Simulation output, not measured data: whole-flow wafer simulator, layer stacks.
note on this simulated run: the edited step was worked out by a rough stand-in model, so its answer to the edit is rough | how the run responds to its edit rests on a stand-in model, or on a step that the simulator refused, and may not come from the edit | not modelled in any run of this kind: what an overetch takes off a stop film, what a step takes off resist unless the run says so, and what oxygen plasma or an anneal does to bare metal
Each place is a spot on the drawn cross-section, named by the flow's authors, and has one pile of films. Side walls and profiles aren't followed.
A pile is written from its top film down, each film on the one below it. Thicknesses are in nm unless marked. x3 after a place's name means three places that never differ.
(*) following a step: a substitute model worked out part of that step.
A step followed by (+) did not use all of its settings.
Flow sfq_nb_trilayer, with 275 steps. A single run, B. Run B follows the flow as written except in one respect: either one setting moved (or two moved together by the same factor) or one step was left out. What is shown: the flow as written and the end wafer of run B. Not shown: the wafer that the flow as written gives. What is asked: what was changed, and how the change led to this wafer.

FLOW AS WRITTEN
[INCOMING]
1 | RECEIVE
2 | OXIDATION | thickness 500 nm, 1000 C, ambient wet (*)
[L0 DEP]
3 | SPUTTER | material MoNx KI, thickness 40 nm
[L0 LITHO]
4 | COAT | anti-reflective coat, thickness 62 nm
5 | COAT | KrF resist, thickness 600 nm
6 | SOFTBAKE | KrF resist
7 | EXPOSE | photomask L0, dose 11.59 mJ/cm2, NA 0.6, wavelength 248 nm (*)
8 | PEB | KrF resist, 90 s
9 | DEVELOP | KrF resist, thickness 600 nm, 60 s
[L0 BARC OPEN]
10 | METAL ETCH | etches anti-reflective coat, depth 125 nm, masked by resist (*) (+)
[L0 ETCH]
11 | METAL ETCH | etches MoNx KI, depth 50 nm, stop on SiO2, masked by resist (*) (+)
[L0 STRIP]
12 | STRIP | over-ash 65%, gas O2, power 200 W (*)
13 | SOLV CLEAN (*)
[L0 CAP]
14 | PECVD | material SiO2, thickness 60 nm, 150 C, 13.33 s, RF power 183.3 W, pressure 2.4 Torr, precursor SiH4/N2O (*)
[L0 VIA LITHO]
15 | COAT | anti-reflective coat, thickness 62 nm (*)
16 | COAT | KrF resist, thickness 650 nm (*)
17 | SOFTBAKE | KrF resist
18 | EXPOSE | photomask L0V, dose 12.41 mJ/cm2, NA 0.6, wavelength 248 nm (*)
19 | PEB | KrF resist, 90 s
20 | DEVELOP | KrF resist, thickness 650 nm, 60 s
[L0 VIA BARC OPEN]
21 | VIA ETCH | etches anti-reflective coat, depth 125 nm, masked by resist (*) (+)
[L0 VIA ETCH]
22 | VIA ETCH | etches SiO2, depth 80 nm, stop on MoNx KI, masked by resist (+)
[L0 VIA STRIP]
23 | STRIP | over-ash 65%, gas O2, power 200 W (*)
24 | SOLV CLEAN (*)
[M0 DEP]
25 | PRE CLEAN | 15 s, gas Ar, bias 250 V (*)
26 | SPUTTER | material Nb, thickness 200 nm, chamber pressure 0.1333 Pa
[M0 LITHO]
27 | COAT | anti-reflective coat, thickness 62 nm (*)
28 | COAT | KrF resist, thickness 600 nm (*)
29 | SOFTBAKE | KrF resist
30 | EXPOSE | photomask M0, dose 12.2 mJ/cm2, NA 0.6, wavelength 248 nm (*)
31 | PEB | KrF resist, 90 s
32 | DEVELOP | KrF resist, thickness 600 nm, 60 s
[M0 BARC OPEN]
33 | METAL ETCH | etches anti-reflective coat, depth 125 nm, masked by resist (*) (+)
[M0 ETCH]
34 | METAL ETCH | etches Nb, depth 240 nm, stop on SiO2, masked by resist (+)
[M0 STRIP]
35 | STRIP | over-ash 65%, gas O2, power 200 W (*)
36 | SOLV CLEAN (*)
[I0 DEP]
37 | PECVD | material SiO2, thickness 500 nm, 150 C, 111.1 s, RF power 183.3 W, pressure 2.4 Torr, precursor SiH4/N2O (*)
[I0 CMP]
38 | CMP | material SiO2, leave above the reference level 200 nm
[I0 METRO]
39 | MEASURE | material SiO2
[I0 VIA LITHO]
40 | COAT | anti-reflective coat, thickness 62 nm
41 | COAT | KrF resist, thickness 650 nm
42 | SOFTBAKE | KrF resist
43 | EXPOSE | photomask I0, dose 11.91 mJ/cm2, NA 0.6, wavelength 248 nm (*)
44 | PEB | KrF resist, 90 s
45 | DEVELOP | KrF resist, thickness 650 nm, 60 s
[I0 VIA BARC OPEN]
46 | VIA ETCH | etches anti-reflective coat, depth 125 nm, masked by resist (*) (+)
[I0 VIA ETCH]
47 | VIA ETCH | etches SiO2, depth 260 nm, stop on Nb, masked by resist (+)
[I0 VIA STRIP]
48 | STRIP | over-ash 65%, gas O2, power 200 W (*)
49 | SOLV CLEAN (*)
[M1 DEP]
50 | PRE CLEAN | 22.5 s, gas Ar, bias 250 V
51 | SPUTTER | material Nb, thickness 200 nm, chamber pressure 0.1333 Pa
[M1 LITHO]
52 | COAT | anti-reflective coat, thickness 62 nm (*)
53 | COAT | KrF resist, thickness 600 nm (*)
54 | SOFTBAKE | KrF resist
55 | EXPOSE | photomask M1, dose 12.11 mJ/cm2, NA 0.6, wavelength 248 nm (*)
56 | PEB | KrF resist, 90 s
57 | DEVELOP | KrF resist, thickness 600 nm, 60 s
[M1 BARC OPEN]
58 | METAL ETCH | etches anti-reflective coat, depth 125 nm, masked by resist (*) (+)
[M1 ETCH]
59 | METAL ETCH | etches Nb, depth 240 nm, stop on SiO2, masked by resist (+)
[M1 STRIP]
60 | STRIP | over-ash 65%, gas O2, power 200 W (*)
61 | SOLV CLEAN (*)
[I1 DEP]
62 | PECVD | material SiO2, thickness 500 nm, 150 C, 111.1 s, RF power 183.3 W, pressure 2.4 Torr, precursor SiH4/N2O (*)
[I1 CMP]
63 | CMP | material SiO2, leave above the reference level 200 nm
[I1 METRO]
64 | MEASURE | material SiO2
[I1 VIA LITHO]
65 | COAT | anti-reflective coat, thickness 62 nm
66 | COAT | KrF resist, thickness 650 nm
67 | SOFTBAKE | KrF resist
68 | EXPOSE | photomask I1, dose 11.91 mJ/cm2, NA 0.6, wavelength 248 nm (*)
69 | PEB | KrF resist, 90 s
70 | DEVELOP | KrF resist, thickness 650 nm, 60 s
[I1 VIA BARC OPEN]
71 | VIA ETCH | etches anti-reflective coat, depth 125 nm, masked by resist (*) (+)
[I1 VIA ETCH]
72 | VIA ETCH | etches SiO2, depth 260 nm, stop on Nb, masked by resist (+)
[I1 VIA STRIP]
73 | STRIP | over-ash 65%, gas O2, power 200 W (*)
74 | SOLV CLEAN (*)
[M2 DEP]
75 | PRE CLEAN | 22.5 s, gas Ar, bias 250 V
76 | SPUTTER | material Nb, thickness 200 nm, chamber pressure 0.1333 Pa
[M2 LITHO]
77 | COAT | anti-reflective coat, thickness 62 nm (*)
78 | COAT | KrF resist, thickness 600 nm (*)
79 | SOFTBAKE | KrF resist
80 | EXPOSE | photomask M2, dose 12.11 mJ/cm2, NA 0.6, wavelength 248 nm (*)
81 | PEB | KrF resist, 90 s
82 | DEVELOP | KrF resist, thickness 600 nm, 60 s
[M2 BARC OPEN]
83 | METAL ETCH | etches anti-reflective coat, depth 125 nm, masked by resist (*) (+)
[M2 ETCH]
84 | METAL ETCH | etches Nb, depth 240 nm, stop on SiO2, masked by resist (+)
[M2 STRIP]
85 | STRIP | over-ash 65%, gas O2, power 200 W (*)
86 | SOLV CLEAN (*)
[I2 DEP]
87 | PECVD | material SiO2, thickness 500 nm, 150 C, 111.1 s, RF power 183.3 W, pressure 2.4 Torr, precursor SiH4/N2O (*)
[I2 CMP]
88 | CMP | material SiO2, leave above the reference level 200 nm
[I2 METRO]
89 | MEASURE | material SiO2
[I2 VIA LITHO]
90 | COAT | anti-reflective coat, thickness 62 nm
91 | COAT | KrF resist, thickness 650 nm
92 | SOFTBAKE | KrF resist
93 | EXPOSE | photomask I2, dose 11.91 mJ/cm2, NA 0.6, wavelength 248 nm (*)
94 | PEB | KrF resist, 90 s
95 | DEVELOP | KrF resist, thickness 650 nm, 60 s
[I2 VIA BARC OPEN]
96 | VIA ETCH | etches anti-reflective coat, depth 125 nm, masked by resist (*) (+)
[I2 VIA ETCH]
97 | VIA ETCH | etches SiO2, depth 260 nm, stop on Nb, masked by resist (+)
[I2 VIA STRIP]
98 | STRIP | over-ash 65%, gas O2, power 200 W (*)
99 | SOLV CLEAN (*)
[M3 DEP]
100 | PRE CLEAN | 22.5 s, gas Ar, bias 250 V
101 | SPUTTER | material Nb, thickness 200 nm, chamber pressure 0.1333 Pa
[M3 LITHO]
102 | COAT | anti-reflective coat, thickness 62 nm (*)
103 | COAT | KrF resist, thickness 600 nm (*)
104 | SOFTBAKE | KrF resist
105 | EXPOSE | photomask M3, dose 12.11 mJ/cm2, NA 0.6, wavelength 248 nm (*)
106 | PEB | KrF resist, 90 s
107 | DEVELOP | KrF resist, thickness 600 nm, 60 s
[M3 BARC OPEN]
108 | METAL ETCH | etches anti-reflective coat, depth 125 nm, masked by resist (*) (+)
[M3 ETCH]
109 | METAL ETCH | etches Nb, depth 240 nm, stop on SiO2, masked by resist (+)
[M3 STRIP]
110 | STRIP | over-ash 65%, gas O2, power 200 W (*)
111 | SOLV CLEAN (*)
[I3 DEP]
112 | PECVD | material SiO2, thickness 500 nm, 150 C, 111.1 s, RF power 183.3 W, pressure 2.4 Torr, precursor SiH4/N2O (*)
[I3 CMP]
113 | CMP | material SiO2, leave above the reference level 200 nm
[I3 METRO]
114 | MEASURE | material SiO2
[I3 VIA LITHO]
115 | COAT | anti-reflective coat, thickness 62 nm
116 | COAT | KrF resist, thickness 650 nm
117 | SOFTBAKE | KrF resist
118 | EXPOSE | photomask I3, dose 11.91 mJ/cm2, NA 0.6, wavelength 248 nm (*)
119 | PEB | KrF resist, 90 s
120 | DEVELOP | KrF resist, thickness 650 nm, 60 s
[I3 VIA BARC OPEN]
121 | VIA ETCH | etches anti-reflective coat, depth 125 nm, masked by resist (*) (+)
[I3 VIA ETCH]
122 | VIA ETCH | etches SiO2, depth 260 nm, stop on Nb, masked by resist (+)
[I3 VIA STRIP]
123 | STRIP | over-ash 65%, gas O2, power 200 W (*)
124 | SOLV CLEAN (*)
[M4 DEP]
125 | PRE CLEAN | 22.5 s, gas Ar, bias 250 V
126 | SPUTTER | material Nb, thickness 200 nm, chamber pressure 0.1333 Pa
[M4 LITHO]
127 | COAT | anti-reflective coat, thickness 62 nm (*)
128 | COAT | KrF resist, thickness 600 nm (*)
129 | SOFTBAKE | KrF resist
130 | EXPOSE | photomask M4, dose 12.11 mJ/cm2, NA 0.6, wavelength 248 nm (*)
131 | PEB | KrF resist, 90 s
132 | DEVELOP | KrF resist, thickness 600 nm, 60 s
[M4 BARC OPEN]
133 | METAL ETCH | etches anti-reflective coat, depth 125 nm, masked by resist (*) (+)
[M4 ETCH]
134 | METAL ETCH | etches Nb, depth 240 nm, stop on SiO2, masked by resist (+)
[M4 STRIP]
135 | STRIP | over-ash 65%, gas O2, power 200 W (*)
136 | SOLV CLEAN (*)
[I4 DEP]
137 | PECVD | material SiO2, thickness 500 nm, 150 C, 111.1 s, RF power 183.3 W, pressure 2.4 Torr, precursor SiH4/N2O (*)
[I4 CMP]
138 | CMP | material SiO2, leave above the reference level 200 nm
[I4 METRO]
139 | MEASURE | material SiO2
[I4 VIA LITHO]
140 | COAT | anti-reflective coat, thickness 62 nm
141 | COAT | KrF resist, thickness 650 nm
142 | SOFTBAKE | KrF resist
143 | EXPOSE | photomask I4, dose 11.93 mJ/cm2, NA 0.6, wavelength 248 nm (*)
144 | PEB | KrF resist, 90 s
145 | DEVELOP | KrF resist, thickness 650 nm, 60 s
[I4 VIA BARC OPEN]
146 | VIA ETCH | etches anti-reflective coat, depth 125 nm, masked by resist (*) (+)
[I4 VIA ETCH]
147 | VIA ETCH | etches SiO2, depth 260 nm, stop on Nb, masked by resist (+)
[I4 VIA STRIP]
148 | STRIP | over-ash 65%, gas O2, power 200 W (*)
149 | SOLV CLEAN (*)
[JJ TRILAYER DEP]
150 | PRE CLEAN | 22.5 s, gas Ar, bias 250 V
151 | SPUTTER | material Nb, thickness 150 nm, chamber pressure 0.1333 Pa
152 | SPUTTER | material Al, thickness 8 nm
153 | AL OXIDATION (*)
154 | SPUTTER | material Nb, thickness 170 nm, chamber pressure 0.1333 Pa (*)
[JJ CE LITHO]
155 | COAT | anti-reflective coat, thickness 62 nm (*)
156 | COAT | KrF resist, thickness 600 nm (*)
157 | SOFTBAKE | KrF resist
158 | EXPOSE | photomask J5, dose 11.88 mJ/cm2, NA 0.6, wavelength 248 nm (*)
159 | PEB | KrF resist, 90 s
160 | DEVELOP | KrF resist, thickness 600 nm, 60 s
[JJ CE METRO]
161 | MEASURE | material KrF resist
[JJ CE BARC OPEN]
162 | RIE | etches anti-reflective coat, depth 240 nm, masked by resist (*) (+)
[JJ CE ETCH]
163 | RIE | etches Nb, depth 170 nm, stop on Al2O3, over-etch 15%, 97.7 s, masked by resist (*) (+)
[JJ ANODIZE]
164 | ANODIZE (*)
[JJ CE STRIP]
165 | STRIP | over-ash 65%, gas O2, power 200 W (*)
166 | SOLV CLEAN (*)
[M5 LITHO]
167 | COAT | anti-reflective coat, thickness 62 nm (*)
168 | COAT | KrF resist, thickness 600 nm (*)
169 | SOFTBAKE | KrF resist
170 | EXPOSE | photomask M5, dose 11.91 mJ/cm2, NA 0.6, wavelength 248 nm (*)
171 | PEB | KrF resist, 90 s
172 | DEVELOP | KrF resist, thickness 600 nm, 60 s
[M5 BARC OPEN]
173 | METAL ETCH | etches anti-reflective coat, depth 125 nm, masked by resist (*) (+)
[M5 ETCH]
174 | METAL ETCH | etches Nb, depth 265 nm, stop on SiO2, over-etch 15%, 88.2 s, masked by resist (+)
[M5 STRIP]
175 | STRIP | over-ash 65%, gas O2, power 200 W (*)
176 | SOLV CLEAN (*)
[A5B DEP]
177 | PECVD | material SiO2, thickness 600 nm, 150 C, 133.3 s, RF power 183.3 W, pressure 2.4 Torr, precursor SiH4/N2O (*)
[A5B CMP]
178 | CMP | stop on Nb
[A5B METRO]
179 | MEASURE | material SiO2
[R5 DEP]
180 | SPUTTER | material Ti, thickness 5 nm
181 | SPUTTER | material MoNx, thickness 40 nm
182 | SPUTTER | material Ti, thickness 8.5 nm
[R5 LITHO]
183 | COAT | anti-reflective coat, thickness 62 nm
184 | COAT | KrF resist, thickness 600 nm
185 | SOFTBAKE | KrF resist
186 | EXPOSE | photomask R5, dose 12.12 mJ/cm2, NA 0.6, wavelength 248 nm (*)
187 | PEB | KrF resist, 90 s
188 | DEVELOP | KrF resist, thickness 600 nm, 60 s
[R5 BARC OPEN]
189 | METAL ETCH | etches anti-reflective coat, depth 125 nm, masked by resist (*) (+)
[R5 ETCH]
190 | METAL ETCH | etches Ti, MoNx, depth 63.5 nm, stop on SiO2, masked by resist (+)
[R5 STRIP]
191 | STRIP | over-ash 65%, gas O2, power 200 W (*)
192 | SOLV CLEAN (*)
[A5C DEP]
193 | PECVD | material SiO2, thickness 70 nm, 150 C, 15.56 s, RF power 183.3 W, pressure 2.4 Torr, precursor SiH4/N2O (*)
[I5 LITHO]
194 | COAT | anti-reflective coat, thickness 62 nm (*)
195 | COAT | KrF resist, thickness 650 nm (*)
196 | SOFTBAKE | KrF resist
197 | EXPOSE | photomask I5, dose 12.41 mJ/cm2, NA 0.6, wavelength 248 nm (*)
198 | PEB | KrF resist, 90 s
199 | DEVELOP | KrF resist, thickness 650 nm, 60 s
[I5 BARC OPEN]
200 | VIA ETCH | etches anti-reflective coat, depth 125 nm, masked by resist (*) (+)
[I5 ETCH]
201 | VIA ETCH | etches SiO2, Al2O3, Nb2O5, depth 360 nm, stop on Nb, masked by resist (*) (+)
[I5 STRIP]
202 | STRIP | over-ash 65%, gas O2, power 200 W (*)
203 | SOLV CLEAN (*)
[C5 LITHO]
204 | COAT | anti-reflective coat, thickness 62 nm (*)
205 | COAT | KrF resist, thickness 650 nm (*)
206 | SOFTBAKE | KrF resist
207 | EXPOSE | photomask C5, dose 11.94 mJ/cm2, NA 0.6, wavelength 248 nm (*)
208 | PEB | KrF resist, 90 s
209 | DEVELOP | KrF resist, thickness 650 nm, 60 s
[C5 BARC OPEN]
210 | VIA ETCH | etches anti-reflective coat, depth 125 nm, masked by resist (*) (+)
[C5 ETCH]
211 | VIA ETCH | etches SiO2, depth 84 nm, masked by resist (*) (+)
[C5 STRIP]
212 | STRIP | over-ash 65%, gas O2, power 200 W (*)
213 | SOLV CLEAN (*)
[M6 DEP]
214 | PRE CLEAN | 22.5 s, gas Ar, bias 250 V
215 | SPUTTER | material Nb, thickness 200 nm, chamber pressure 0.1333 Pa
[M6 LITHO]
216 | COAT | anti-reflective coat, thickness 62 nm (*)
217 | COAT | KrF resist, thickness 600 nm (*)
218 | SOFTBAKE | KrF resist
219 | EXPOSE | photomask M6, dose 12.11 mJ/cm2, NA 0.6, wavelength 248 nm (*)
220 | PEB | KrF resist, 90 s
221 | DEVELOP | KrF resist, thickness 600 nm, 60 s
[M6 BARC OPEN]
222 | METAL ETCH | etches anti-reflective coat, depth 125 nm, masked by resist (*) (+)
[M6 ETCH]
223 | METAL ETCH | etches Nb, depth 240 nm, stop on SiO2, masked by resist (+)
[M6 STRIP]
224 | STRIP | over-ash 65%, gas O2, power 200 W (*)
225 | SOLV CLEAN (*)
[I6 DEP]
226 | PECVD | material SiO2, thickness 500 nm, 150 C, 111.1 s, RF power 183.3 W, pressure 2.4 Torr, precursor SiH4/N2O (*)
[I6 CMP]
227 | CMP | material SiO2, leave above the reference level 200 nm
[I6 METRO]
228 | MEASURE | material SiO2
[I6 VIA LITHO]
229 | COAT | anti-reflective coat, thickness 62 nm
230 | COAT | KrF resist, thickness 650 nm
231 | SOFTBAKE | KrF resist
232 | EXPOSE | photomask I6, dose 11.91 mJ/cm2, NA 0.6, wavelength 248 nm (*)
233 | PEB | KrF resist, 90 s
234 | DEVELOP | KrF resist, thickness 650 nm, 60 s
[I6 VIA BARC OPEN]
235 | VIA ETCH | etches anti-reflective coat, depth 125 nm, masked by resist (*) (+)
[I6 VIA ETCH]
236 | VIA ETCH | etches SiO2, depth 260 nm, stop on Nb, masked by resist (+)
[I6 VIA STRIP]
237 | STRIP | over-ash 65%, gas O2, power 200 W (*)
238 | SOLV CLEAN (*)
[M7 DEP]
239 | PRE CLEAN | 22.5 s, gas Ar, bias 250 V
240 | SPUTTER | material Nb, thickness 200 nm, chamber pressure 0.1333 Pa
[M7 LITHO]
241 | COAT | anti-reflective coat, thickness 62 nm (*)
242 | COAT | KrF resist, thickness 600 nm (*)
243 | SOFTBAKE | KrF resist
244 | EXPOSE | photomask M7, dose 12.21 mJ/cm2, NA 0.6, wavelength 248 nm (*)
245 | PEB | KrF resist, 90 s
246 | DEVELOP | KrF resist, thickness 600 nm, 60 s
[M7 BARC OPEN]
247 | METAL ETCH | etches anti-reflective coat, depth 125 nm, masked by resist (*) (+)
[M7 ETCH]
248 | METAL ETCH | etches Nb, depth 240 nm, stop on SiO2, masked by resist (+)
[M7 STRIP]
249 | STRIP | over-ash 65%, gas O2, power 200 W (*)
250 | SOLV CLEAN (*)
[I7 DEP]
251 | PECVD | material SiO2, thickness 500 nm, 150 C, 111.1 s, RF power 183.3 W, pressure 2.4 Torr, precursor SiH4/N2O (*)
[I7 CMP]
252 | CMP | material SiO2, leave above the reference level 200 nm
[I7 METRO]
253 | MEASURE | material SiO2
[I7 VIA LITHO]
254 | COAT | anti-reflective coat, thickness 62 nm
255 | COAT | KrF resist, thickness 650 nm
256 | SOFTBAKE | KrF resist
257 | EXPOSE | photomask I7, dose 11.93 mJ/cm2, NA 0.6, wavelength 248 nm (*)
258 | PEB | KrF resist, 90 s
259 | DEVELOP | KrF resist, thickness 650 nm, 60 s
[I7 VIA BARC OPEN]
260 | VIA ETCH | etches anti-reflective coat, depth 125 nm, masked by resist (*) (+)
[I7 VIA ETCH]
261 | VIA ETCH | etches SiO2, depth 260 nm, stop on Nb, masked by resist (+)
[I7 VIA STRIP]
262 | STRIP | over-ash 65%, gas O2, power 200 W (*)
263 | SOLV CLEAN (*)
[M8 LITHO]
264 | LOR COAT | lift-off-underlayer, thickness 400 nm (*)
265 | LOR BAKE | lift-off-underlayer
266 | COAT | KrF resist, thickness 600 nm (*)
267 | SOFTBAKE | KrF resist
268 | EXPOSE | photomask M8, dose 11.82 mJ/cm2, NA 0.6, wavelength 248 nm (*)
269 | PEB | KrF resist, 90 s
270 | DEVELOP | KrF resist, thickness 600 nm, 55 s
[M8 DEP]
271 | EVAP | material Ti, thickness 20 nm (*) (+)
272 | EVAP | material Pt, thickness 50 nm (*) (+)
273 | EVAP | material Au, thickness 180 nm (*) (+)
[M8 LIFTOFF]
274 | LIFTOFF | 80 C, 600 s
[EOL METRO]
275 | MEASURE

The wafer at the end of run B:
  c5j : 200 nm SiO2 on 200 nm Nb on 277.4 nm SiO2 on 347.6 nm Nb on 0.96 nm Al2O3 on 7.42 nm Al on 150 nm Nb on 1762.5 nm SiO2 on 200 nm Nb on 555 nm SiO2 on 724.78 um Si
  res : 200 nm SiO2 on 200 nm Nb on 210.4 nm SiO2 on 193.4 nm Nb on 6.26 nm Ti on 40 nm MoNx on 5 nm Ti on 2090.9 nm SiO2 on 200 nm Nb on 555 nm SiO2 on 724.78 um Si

Cause: step 211, VIA ETCH: depth 65.1 nm was run, whereas the flow has depth 84 nm.

How this came from the change, step by step:
  211 | VIA ETCH | etches SiO2, depth 84 nm, masked by resist (*) (+)
      c5j: SiO2 loses 65.1 (as written it would have been: SiO2 loses 69.9 (all of it), Nb loses 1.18)
      res: SiO2 loses 65.1 (as written it would have been: SiO2 loses 69.9 (all of it))
      (also at 104 further places)
  214 | PRE CLEAN | 22.5 s, gas Ar, bias 250 V
      c5j: SiO2 loses 4.79 (all of it), Nb loses 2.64 (as written it would have been: Nb loses 6.45)
      res: SiO2 loses 4.76 (all of it), Ti loses 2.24 (as written it would have been: Ti loses 4.53)
  216 | COAT | anti-reflective coat, thickness 62 nm (*)
      ce_l: anti-reflective coat gains 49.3 (new film) (as written it would have been: anti-reflective coat gains 48 (new film))
      c5j: anti-reflective coat gains 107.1 (new film) (as written it would have been: anti-reflective coat gains 110.7 (new film))
      (also at 1 further place)
  224 | STRIP | over-ash 65%, gas O2, power 200 W (*)
      ce_l: KrF resist loses 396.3 (all of it), anti-reflective coat loses 49.3 (all of it) (as written it would have been: KrF resist loses 397.1 (all of it), anti-reflective coat loses 48 (all of it))
      c5j: KrF resist loses 415.7 (all of it), anti-reflective coat loses 107.1 (all of it) (as written it would have been: KrF resist loses 418.3 (all of it), anti-reflective coat loses 110.7 (all of it))
      (also at 1 further place)
